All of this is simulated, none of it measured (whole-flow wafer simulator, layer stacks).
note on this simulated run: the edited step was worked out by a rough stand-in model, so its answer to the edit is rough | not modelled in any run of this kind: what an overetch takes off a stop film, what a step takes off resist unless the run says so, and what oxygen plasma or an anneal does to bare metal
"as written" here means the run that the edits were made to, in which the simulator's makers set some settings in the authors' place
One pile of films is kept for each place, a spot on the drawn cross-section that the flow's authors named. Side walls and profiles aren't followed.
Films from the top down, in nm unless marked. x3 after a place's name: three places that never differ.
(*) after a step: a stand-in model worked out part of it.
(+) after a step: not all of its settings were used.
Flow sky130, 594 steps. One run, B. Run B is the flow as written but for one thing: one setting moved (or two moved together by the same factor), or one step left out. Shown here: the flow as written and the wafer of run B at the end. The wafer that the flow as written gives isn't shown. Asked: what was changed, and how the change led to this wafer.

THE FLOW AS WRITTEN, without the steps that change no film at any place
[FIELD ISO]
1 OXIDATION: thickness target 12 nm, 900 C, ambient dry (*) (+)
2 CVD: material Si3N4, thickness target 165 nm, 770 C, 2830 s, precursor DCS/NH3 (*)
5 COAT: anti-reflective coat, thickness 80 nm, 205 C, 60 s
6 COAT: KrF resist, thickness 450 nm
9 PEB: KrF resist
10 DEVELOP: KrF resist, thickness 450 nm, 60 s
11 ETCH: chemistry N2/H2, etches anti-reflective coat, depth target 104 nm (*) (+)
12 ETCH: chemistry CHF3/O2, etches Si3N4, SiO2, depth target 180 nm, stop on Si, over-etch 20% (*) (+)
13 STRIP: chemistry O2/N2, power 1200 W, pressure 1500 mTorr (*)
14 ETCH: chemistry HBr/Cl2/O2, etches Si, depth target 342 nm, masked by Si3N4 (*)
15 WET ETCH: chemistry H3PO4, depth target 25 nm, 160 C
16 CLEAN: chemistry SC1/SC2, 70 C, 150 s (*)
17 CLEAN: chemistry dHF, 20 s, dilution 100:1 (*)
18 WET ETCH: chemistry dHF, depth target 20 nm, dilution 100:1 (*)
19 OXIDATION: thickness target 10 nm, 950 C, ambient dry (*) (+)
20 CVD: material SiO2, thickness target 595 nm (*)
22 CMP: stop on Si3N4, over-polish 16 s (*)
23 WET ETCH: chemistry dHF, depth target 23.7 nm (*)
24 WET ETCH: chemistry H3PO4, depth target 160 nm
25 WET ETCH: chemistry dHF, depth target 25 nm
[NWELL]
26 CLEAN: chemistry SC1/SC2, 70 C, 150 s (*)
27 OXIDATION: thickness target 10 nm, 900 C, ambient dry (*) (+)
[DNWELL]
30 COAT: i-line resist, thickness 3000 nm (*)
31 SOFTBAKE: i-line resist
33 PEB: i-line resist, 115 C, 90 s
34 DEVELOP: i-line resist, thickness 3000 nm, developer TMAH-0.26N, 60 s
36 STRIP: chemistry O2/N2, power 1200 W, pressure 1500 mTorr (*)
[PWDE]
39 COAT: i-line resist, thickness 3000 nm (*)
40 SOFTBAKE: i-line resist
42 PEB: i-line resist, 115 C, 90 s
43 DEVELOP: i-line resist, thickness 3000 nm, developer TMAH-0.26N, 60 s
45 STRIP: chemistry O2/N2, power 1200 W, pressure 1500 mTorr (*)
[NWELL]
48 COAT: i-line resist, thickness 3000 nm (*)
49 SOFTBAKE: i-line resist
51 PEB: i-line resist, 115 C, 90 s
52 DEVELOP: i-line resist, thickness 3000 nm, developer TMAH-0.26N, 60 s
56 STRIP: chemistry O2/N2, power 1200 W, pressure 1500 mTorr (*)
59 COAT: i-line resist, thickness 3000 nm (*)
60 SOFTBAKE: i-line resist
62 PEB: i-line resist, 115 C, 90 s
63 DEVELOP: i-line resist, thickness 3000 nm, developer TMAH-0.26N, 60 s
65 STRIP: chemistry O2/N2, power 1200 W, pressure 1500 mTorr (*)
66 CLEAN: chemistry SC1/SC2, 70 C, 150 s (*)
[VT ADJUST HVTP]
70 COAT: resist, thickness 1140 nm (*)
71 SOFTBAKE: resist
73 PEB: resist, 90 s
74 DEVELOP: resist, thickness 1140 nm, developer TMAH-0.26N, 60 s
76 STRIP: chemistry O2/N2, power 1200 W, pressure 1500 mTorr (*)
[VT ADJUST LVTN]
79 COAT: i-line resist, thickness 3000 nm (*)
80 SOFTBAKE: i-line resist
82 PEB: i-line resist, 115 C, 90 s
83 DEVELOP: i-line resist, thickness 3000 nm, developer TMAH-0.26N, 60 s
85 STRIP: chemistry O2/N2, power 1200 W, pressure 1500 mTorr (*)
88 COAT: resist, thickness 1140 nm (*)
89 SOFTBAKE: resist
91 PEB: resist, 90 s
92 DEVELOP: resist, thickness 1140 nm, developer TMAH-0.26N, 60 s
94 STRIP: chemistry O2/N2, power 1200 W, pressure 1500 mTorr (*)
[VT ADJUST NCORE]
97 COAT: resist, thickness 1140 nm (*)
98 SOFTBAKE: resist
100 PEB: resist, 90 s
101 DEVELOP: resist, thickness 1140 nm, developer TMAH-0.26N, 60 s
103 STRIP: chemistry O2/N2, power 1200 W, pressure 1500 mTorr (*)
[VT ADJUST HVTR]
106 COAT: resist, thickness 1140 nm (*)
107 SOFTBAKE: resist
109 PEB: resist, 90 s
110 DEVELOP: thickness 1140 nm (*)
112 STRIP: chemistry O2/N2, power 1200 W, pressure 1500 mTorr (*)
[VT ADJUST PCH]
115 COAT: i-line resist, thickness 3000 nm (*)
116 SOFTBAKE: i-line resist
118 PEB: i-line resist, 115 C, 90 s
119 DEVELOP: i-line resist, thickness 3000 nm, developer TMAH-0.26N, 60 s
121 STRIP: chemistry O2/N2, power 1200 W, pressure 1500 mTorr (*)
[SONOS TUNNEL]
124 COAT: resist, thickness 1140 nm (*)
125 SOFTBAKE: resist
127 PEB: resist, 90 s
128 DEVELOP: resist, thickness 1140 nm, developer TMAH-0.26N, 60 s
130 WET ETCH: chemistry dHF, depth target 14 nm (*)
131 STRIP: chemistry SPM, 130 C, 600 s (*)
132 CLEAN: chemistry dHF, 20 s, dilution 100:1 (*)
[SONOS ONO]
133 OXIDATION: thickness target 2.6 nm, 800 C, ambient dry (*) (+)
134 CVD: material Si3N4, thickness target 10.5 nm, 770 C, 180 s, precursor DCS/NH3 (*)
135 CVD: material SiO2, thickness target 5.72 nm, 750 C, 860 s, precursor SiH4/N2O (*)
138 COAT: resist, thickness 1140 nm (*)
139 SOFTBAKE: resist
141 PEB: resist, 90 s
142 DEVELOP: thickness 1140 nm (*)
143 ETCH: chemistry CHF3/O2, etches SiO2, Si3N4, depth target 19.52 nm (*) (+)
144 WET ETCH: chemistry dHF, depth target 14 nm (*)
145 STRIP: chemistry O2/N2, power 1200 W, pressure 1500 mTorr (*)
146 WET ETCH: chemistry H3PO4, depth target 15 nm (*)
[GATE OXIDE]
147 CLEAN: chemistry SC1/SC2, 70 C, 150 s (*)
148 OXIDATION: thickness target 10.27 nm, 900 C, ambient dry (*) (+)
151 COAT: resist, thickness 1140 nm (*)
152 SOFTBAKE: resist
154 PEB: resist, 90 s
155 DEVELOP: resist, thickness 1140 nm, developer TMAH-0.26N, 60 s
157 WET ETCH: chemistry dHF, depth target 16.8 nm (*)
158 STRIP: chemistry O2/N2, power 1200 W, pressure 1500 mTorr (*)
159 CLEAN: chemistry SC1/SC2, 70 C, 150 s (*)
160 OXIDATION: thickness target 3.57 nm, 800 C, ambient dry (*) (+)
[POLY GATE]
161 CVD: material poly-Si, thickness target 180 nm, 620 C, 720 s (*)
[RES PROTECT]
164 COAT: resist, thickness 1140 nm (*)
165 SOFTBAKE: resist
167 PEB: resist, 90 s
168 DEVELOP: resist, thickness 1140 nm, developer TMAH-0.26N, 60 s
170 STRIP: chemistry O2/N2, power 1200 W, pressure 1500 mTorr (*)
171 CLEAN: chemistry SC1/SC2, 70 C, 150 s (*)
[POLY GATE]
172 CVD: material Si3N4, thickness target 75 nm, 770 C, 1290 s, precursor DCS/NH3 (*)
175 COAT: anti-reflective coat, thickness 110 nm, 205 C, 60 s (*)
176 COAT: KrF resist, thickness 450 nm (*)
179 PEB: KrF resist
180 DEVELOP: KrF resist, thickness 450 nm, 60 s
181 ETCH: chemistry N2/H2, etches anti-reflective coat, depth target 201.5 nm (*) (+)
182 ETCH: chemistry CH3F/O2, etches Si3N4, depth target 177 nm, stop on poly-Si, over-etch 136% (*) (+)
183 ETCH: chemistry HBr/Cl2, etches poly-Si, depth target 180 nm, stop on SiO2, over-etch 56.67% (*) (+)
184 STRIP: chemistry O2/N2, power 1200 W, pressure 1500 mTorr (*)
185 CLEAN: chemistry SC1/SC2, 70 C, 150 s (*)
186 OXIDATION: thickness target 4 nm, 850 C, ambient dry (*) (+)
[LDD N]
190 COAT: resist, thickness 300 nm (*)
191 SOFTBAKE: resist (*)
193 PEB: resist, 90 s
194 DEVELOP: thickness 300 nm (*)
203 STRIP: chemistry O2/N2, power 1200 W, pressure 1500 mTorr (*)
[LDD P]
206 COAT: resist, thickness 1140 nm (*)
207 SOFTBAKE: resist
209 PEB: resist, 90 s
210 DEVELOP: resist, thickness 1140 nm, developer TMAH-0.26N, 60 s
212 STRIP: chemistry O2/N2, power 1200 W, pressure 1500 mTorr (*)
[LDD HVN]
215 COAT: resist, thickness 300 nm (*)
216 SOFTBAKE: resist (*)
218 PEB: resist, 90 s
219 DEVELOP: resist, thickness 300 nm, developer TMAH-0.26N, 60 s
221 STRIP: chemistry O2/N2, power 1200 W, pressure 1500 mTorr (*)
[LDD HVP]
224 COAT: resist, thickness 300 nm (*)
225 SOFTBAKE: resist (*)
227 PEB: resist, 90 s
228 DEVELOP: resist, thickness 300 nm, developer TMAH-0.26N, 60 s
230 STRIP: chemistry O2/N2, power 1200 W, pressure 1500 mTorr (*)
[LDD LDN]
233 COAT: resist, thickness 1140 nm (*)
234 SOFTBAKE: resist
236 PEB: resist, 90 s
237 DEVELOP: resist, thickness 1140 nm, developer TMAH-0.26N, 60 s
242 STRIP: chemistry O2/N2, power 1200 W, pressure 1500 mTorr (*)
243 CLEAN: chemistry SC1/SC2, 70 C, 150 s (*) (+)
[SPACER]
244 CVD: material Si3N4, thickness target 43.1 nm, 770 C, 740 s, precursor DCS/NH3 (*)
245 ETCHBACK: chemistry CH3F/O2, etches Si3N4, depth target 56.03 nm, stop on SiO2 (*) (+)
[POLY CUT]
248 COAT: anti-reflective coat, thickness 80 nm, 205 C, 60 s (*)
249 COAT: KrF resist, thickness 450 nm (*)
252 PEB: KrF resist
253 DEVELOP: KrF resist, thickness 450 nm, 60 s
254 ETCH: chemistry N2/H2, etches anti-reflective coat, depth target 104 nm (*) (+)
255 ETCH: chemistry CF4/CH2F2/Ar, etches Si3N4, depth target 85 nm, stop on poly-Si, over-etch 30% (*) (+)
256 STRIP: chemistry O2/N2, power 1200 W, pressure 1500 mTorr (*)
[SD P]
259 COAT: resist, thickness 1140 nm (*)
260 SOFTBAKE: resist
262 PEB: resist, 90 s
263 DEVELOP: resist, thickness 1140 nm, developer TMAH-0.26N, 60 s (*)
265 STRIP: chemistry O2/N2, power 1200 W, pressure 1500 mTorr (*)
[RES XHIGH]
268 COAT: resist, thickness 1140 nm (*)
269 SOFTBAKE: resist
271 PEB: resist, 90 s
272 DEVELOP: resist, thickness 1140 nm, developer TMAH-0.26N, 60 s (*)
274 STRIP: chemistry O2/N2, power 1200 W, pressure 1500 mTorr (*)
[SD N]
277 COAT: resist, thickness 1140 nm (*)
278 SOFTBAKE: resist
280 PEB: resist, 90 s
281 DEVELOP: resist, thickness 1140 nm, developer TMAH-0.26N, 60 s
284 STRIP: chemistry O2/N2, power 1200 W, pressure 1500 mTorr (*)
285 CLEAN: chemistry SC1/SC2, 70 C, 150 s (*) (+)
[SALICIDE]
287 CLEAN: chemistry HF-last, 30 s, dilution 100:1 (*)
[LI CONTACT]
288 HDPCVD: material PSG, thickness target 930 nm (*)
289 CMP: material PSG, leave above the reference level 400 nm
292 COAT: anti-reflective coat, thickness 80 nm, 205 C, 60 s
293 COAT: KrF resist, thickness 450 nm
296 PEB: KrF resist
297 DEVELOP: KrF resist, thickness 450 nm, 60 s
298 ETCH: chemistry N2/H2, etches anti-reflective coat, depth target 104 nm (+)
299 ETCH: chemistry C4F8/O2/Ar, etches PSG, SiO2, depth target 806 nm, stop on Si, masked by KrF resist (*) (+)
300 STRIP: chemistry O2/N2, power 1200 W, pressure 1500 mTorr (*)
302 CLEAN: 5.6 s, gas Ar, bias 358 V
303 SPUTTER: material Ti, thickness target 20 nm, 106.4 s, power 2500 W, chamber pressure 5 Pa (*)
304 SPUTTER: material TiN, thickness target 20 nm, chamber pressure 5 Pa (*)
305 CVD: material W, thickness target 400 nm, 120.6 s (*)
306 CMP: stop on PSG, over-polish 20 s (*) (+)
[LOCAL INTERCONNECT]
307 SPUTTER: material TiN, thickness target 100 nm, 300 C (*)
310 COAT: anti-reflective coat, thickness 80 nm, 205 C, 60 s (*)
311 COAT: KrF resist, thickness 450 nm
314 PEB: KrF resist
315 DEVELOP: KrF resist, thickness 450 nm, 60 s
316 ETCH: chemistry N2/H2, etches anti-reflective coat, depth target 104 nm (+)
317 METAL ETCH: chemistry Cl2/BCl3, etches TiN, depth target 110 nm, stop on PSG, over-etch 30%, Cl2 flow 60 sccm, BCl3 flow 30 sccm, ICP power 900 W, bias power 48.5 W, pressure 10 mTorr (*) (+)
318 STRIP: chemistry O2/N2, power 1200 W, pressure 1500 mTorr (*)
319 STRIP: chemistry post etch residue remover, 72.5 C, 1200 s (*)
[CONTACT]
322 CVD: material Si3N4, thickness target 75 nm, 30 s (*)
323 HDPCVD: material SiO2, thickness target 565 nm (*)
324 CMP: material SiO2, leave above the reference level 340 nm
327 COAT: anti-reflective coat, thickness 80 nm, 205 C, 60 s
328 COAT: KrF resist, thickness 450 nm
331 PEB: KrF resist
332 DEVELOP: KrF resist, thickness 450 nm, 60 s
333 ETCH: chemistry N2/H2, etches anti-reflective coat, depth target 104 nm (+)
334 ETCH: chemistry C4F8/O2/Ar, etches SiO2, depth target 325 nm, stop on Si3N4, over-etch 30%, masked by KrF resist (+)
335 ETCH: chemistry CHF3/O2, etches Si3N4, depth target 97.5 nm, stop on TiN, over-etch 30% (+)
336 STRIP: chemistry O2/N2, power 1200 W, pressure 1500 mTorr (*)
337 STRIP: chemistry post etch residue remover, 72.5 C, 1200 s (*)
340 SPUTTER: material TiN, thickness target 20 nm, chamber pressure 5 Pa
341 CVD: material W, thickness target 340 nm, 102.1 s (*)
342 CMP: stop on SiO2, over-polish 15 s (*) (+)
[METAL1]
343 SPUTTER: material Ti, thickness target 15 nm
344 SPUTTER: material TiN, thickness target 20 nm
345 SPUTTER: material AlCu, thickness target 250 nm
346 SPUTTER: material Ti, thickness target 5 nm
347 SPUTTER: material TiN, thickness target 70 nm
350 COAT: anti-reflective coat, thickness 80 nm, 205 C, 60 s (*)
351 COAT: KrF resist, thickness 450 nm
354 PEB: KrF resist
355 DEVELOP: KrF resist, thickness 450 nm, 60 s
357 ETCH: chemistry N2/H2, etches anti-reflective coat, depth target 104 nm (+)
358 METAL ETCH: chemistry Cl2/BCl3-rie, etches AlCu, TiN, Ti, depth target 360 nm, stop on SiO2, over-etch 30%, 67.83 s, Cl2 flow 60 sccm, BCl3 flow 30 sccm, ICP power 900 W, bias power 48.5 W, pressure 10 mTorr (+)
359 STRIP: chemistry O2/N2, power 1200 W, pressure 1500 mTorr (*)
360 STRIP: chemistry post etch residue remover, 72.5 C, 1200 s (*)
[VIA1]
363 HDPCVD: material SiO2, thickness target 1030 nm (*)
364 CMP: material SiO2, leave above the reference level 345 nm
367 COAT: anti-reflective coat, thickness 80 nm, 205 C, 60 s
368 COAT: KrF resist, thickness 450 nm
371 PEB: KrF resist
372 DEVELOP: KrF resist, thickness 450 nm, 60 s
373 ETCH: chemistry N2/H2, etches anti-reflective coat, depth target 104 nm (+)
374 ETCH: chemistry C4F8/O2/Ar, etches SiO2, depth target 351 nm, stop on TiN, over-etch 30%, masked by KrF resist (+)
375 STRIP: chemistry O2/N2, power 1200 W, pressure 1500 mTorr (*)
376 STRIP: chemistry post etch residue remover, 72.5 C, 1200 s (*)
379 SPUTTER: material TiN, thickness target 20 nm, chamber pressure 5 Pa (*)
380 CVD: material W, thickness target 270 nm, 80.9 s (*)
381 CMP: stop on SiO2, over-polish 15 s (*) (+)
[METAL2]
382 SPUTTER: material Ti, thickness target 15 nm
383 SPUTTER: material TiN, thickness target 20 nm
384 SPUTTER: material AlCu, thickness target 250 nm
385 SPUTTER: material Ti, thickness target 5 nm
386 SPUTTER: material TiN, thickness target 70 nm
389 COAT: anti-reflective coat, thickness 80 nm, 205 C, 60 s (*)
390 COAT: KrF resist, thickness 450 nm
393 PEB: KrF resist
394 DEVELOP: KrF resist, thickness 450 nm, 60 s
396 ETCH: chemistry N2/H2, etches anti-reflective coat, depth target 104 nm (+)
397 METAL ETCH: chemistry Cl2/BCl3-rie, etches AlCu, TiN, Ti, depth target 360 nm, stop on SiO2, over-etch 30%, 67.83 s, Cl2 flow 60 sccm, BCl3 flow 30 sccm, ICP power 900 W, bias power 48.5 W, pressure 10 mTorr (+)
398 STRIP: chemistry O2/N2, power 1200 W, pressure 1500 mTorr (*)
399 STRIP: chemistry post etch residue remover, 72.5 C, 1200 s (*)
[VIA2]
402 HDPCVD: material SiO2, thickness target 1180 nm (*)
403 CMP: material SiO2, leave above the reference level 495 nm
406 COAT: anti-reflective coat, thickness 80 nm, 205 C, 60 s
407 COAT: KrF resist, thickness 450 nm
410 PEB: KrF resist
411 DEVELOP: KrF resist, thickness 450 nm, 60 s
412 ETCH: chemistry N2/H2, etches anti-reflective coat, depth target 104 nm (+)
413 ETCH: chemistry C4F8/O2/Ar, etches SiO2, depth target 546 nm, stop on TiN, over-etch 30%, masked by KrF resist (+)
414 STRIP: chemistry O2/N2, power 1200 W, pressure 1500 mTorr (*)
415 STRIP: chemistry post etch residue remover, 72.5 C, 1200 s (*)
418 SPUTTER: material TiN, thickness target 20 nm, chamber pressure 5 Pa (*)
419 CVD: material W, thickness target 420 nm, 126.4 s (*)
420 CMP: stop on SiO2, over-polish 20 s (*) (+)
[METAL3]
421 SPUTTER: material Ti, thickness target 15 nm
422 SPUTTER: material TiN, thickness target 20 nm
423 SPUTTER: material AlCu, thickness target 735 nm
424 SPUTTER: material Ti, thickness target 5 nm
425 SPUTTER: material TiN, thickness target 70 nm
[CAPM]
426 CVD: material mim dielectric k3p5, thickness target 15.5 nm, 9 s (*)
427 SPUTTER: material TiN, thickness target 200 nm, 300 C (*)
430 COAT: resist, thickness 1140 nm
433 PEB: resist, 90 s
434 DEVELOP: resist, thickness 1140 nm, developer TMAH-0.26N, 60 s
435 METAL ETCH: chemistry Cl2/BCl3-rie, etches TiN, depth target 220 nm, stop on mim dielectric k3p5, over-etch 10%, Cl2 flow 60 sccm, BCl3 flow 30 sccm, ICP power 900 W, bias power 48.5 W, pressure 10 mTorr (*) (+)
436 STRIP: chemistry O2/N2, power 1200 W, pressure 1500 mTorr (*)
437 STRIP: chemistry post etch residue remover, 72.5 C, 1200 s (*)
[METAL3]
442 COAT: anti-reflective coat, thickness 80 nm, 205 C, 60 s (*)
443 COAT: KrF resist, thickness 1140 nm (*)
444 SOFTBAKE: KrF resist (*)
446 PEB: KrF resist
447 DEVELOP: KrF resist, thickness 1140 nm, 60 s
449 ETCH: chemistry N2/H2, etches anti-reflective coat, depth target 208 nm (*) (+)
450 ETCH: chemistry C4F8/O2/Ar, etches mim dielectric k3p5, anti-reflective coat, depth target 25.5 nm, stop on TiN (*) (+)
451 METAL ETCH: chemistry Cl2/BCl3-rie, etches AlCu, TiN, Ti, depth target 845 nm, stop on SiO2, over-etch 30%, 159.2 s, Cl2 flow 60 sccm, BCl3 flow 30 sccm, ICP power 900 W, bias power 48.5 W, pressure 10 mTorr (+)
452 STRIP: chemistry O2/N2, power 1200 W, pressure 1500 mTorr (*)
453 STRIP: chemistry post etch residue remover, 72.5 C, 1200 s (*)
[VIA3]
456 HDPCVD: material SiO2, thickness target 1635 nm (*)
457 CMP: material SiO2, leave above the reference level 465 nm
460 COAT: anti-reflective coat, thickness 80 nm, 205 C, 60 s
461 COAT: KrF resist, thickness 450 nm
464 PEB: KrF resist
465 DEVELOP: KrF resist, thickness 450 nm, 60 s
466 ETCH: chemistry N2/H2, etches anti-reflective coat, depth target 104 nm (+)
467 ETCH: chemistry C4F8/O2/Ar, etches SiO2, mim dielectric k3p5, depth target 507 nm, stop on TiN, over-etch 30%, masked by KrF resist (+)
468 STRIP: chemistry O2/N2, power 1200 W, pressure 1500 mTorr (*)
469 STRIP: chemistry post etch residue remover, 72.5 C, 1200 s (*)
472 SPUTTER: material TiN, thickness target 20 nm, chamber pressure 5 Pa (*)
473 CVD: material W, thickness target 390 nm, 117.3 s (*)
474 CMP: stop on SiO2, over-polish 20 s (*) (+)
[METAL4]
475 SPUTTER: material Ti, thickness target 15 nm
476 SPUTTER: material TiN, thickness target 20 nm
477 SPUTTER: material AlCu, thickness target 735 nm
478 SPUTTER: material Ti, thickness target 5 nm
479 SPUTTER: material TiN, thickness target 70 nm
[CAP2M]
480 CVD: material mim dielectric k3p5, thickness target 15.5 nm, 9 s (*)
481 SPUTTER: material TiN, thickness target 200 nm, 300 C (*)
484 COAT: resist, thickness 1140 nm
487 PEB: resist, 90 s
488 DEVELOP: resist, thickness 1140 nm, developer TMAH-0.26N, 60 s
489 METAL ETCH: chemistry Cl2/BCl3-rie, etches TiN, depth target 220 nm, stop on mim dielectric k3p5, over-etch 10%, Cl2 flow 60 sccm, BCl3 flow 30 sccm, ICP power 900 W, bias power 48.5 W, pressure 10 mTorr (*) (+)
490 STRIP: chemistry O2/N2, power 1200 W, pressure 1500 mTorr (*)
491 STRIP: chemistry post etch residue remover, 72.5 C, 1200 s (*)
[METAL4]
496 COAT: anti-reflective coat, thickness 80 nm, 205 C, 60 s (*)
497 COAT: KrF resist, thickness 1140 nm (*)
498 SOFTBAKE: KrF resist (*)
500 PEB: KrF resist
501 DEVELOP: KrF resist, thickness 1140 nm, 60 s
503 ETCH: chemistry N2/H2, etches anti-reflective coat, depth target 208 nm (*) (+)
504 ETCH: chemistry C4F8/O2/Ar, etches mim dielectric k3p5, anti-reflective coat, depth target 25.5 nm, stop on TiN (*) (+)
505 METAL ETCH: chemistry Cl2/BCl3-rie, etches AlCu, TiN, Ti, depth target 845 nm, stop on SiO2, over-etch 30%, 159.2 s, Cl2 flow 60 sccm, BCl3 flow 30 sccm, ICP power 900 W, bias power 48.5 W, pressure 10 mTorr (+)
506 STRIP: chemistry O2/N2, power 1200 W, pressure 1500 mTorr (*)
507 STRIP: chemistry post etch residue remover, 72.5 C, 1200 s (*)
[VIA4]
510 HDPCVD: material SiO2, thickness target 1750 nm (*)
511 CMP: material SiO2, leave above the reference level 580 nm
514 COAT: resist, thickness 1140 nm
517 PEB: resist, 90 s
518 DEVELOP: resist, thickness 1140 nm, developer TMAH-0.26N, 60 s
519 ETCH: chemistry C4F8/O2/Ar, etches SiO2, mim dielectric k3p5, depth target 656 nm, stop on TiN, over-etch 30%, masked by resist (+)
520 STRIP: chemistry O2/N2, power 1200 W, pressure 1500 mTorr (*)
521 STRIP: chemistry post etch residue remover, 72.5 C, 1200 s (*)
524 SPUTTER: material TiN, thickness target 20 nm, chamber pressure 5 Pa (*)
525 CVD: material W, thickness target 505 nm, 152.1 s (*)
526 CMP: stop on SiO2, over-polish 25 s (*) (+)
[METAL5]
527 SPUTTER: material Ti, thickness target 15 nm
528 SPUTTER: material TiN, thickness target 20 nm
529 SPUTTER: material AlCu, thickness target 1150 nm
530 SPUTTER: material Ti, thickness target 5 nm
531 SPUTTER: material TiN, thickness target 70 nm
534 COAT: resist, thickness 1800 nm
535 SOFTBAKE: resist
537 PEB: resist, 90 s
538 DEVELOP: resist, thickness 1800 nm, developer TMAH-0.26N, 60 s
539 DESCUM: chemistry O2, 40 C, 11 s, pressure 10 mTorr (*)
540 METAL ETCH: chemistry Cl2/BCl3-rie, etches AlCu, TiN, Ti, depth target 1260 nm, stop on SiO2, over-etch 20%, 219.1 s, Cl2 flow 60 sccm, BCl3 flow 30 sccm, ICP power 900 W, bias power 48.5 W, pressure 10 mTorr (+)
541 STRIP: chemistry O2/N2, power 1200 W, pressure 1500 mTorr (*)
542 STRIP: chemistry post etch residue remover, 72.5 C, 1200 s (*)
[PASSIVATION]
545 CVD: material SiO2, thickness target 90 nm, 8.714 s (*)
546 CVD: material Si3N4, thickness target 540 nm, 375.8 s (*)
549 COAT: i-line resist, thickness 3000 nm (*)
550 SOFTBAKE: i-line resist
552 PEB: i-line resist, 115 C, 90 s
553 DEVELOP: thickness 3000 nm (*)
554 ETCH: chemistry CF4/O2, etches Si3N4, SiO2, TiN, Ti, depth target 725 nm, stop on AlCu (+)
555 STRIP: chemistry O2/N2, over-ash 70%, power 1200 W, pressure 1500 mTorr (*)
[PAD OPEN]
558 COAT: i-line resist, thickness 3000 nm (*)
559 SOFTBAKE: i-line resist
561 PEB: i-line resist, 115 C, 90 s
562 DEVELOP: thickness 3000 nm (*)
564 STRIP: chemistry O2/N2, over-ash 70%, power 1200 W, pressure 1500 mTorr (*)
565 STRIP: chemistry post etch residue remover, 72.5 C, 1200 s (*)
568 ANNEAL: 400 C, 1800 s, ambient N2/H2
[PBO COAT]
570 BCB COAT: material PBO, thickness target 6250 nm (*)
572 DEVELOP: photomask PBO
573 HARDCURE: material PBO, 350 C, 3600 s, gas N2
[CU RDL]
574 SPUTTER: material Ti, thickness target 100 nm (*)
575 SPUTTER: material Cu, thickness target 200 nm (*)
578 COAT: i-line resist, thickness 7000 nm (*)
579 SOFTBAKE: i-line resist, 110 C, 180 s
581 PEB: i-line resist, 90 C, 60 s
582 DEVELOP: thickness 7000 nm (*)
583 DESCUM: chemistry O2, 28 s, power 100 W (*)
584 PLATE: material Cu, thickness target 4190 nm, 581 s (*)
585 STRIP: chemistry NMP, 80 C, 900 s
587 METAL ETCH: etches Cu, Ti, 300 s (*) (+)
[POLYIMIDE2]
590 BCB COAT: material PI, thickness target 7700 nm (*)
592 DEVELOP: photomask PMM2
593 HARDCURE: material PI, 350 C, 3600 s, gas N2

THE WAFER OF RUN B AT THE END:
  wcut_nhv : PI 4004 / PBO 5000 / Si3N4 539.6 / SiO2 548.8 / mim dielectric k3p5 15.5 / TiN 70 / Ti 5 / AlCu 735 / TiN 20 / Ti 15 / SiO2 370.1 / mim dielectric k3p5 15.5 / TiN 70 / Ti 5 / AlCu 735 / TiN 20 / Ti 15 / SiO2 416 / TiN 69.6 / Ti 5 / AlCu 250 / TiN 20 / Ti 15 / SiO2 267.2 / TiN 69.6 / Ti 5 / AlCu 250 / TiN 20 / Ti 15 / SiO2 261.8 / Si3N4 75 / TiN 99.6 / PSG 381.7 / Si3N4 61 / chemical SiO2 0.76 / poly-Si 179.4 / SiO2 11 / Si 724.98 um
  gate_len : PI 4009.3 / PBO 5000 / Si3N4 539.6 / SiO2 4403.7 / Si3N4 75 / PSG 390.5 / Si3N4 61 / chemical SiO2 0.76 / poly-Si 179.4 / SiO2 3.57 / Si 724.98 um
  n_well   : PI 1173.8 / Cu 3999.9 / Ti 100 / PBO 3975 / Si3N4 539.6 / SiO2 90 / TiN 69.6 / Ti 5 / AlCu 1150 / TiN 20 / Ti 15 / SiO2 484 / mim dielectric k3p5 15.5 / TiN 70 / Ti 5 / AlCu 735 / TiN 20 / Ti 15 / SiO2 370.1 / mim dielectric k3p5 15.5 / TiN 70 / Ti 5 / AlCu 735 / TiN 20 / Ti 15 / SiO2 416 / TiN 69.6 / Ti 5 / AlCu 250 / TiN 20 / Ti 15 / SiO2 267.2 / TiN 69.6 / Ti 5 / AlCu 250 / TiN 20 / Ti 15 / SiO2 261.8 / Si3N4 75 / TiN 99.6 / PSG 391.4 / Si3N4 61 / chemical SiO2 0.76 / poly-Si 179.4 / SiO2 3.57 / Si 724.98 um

The cause: step 590, BCB COAT: thickness target 6160 nm was run, where the flow has thickness target 7700 nm.

How the change led to this, step by step:
  590 BCB COAT: material PI, thickness target 7700 nm (*)
      de16_gate_nw: PI +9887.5 (new film) (as written it would be: PI +11.5 um (new film))
      dice_street, wcut_nhv, wcut_phv and 14 more: PI +6160 (new film) (as written it would be: PI +7700 (new film))
      (and at 175 more places)
  592 DEVELOP: photomask PMM2
      pad: PI -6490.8 (all of it) (as written it would be: PI -8030.8 (all of it))
  593 HARDCURE: material PI, 350 C, 3600 s, gas N2
      dice_street, wcut_nhv, wcut_phv and 16 more: PI -2156 (as written it would be: PI -2695)
      gate_p_lg05, gate_len, gate_lvt_sd_len, gate_p_sd_len, gate_p_hvt_sd_len, gate_p_lvt_sd_len, gate_len_250: PI -2156.1 (as written it would be: PI -2695.1)
      (and at 166 more places)
